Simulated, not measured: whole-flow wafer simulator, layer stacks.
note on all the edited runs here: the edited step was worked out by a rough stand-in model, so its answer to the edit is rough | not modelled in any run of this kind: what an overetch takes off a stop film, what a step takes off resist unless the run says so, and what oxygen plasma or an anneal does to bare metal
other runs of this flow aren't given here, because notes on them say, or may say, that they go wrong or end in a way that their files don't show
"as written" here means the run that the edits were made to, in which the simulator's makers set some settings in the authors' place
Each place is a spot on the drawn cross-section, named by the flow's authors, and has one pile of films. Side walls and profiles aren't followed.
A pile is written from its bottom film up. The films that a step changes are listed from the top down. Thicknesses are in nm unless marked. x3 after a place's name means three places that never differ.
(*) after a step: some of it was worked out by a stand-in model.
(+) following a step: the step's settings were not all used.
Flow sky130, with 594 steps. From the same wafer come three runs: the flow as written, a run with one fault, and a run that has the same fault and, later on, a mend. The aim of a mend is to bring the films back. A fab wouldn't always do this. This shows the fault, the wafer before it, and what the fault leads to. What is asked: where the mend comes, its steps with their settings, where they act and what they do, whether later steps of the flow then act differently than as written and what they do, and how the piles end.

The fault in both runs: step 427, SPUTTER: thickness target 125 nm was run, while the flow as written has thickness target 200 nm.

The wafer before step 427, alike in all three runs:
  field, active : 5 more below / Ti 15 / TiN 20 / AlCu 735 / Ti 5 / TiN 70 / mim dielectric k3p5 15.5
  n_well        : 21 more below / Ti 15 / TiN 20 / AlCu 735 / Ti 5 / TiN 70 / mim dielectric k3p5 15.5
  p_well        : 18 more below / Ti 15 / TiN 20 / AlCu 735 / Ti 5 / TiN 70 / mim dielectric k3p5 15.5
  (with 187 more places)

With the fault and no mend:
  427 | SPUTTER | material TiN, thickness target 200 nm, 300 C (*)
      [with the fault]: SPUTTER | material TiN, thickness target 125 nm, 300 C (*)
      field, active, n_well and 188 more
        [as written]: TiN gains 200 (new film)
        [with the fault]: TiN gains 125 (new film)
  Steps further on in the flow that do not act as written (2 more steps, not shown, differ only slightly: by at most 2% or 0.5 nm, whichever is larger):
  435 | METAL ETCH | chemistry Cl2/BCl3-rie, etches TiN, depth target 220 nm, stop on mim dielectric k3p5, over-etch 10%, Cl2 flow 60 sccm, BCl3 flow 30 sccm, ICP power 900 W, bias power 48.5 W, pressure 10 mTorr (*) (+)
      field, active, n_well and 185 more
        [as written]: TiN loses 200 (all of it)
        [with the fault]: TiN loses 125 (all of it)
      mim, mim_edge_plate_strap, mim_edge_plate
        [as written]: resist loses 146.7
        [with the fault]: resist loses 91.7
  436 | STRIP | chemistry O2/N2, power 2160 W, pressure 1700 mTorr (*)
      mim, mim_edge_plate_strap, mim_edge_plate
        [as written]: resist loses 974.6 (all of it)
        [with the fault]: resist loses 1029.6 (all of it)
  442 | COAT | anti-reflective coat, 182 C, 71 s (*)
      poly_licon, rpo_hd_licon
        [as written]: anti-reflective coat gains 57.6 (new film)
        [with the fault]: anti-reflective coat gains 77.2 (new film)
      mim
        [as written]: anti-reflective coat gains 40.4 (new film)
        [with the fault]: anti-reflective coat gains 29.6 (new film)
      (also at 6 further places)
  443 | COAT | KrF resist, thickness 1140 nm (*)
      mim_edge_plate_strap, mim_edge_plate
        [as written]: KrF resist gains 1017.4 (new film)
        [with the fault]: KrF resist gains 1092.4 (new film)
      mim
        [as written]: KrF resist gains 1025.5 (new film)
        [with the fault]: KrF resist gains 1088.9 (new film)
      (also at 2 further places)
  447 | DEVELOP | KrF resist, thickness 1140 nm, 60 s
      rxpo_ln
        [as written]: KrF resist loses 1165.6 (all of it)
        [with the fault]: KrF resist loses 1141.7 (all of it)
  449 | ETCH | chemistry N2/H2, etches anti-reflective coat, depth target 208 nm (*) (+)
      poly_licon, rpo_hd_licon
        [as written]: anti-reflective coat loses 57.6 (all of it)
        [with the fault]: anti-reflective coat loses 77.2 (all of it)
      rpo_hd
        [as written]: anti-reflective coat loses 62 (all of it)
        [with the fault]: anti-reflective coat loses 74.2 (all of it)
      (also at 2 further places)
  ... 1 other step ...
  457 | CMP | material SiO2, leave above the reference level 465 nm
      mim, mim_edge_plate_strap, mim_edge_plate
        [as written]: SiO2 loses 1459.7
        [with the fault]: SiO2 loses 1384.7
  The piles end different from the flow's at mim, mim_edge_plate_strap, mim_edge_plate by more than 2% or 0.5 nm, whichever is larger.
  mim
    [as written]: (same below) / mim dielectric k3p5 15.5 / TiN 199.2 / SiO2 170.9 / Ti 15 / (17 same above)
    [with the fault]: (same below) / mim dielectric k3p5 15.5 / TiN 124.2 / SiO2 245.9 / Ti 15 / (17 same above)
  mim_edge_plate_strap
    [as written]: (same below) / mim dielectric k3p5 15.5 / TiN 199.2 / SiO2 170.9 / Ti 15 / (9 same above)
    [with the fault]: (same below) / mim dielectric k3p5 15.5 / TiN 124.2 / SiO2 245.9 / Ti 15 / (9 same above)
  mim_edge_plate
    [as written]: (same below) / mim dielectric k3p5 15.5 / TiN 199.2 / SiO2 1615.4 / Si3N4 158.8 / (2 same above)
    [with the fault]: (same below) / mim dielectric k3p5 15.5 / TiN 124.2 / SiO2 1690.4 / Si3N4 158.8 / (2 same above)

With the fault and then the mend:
  After step 427 comes the mend.
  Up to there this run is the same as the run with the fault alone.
  427a | SPUTTER | material TiN, thickness target 75 nm, 300 C (*) (the flow's step 427, run once more with other settings)
      field, active, n_well and 188 more
        TiN gains 75
  Every later step of the flow that is run acts as written at every place that is followed.
  The piles end the same as the flow's at every place that both follow.
